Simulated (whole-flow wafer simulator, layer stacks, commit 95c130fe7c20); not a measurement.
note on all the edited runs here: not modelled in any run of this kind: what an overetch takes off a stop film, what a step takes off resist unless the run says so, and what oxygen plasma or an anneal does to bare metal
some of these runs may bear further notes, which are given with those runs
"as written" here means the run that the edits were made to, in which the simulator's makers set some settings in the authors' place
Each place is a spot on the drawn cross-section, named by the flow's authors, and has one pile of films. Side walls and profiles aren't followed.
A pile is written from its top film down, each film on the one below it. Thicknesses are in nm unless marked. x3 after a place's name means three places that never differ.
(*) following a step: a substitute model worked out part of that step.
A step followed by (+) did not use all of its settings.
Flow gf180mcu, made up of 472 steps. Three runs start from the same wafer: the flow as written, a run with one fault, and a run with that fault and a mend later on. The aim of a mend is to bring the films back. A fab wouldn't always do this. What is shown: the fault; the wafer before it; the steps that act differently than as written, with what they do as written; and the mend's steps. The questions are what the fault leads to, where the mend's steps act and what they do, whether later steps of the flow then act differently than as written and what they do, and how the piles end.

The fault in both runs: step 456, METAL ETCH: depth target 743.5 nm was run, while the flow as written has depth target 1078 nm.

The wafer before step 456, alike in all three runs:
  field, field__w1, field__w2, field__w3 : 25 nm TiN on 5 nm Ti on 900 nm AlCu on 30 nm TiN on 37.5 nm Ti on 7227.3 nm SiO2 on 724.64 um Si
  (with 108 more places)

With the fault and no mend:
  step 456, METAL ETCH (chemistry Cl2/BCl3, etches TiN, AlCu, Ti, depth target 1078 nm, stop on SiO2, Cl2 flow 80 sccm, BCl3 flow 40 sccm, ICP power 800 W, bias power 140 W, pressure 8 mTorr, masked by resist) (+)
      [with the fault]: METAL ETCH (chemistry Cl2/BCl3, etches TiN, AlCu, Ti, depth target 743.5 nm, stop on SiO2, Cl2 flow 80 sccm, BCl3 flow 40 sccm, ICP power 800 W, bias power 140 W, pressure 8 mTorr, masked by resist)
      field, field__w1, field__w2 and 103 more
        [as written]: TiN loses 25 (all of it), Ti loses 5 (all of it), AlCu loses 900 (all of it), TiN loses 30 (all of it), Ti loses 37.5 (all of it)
        [with the fault]: TiN loses 25 (all of it), Ti loses 5 (all of it), AlCu loses 713.5
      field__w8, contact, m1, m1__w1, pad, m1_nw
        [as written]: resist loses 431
        [with the fault]: resist loses 297.4
  Later steps of the flow acting differently than as written:
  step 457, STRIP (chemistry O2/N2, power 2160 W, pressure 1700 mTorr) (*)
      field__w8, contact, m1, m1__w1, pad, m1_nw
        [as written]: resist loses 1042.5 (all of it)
        [with the fault]: resist loses 1176.1 (all of it)
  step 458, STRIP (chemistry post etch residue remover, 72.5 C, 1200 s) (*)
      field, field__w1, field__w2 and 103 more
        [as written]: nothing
        [with the fault]: AlCu loses 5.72
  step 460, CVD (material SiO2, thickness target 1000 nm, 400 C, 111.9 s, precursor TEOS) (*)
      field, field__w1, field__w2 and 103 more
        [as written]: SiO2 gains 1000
        [with the fault]: SiO2 gains 1000 (new film)
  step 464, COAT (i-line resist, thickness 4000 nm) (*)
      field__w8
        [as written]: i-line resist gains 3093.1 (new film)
        [with the fault]: i-line resist gains 3313.6 (new film)
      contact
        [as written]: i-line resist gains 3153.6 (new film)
        [with the fault]: i-line resist gains 3351.7 (new film)
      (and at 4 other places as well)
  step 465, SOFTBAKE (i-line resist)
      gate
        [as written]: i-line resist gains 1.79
        [with the fault]: i-line resist loses 0.35
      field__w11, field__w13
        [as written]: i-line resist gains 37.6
        [with the fault]: i-line resist gains 25.1
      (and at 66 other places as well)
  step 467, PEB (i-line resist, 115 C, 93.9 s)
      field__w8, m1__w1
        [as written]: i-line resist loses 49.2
        [with the fault]: i-line resist loses 53.7
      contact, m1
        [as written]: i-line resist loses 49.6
        [with the fault]: i-line resist loses 54
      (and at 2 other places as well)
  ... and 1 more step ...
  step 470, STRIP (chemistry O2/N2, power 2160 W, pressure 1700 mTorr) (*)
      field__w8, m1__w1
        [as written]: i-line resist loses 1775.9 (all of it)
        [with the fault]: i-line resist loses 2013.9 (all of it)
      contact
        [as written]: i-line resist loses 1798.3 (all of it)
        [with the fault]: i-line resist loses 2028.2 (all of it)
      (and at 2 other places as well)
  The piles end different from the flow's at field, field__w1, field__w2 and 103 more by more than 2% or 0.5 nm, whichever is larger.
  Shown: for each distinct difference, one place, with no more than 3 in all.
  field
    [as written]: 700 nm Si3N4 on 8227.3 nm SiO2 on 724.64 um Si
    [with the fault]: 700 nm Si3N4 on 1000 nm SiO2 on 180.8 nm AlCu on 30 nm TiN on 37.5 nm Ti on 7227.3 nm SiO2 on 724.64 um Si
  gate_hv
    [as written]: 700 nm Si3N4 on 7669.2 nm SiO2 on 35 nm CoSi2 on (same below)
    [with the fault]: 700 nm Si3N4 on 1000 nm SiO2 on 180.8 nm AlCu on 30 nm TiN on 37.5 nm Ti on 6669.2 nm SiO2 on 35 nm CoSi2 on (same below)
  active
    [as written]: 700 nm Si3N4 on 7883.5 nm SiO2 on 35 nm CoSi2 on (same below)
    [with the fault]: 700 nm Si3N4 on 1000 nm SiO2 on 180.8 nm AlCu on 30 nm TiN on 37.5 nm Ti on 6883.5 nm SiO2 on 35 nm CoSi2 on (same below)

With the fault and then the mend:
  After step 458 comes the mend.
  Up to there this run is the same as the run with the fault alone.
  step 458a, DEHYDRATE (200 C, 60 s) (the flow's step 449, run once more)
      does not change any film at any place that is followed
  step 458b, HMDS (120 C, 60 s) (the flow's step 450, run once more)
      does not change any film at any place that is followed
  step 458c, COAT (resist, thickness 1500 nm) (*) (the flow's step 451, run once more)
      iso_ptap_pw, iso_ntap_nw, iso_nw_fld and 33 more
        resist gains 1500 (new film)
      field__w6, field_sub, field_sub__w1 and 11 more
        resist gains 1509.4 (new film)
      p_well, sti, spacer, sd_n, mim_1p0, dice_street
        resist gains 1503.6 (new film)
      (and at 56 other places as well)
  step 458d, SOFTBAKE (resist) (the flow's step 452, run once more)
      gate_p_hv, nw_enc_fld, nw_enc_fld__w1
        resist loses 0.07
      field__w11, field_sub__w1
        resist loses 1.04
      field
        resist loses 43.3
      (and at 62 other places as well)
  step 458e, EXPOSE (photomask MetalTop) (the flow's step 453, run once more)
      does not change any film at any place that is followed
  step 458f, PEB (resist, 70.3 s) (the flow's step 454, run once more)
      field__w2, field__w3, field__w5 and 42 more
        resist loses 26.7
      iso_ptap_pw, iso_ntap_nw, iso_nw_fld and 33 more
        resist loses 26.5
      p_well, sti, spacer, sd_n, mim_1p0, dice_street
        resist loses 26.6
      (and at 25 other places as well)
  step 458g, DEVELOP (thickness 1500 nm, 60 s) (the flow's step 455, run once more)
      iso_ptap_pw, iso_ntap_nw, iso_nw_fld and 33 more
        resist loses 1473.5 (all of it)
      field__w5, field__w9, nplus_u, pplus_u, npoly_u, nw_enc_fld_lv__w1, nw_enc_fld_lv__w4
        resist loses 1483.3 (all of it)
      p_well, sti, spacer, sd_n, mim_1p0, dice_street
        resist loses 1477 (all of it)
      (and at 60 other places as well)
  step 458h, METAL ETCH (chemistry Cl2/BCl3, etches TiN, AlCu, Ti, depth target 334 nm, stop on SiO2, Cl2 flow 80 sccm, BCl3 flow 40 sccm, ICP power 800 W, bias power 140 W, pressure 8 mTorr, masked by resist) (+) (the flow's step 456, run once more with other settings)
      field, field__w1, field__w2 and 103 more
        AlCu loses 180.8 (all of it), TiN loses 30 (all of it), Ti loses 37.5 (all of it)
      field__w8, contact, m1, m1__w1, pad, m1_nw
        resist loses 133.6
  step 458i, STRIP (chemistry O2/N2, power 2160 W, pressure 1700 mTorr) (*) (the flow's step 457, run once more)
      field__w8
        resist loses 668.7 (all of it)
      contact
        resist loses 666.7 (all of it)
      m1
        resist loses 666.9 (all of it)
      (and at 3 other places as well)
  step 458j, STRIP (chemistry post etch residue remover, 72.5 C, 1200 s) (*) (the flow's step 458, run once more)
      field__w8, contact, m1, m1__w1, pad, m1_nw
        TiN loses 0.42
  Every later step of the flow that is run acts as written, at every place that is followed, to within 2% or 0.5 nm, whichever is larger.
  At the end the piles are close to the flow's at the places that both follow, differing by at most 2% or 0.5 nm, whichever is larger.
